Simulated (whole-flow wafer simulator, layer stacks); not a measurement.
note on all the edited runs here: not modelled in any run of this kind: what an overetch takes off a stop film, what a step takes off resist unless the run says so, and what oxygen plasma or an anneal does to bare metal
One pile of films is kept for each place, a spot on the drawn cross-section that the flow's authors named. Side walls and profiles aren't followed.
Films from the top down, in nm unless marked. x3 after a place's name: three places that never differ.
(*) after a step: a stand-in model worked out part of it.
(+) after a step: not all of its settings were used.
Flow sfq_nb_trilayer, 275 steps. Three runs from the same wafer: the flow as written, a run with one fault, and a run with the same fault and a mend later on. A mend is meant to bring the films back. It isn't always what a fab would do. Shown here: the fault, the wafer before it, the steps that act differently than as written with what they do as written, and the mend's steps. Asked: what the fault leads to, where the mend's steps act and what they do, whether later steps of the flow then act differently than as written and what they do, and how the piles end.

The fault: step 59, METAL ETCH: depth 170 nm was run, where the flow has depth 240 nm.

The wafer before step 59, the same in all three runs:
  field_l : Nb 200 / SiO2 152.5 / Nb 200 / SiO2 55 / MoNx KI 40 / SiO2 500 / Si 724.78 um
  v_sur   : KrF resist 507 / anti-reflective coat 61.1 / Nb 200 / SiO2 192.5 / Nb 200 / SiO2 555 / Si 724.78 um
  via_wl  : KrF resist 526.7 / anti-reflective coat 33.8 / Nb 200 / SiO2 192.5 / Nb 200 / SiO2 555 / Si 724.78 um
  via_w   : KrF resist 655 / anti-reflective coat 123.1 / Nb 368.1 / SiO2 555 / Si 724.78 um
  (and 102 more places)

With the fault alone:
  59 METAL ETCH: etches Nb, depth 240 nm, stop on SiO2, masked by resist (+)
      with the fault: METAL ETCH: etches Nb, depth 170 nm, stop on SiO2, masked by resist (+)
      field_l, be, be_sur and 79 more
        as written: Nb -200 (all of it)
        with the fault: Nb -170
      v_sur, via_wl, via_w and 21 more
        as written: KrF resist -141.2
        with the fault: KrF resist -100
  Later steps of the flow that act differently than as written:
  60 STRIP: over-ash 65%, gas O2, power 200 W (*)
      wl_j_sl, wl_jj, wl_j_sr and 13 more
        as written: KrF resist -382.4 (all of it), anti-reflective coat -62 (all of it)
        with the fault: KrF resist -423.6 (all of it), anti-reflective coat -62 (all of it)
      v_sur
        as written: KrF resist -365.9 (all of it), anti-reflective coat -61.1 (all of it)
        with the fault: KrF resist -407 (all of it), anti-reflective coat -61.1 (all of it)
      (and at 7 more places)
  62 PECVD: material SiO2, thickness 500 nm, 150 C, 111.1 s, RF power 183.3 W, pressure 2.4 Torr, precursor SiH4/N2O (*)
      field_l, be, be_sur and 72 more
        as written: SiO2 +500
        with the fault: SiO2 +500 (new film)
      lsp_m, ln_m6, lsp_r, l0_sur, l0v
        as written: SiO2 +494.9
        with the fault: SiO2 +500 (new film)
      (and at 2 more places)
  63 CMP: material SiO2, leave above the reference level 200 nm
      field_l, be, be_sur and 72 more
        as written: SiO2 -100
        with the fault: SiO2 -130
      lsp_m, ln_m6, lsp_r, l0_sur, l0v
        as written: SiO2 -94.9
        with the fault: SiO2 -130
  At the end the piles differ from the flow's by more than 2% or 0.5 nm, whichever is larger, at field_l, be, be_sur and 79 more.
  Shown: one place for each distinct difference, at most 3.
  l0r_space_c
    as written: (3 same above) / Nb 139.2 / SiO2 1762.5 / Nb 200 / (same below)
    with the fault: (3 same above) / Nb 139.2 / SiO2 1540 / Nb 30 / SiO2 192.5 / Nb 200 / (same below)
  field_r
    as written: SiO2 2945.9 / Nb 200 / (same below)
    with the fault: SiO2 2723.4 / Nb 30 / SiO2 192.5 / Nb 200 / (same below)
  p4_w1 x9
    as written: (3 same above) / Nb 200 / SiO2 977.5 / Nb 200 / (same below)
    with the fault: (3 same above) / Nb 200 / SiO2 755 / Nb 30 / SiO2 192.5 / Nb 200 / (same below)

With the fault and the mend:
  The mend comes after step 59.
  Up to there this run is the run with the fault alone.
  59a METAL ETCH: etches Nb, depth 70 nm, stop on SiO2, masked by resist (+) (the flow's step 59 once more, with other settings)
      field_l, be, be_sur and 79 more
        Nb -30 (all of it)
      v_sur, via_wl, via_w and 21 more
        KrF resist -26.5
  Later steps of the flow that act differently than as written:
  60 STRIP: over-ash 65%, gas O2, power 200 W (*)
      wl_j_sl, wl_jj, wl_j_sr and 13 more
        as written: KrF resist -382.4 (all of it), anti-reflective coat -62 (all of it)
        with the mend: KrF resist -397.1 (all of it), anti-reflective coat -62 (all of it)
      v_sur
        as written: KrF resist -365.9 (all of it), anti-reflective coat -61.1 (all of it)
        with the mend: KrF resist -380.6 (all of it), anti-reflective coat -61.1 (all of it)
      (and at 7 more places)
  At the end the piles are the same as the flow's at every place that both follow.
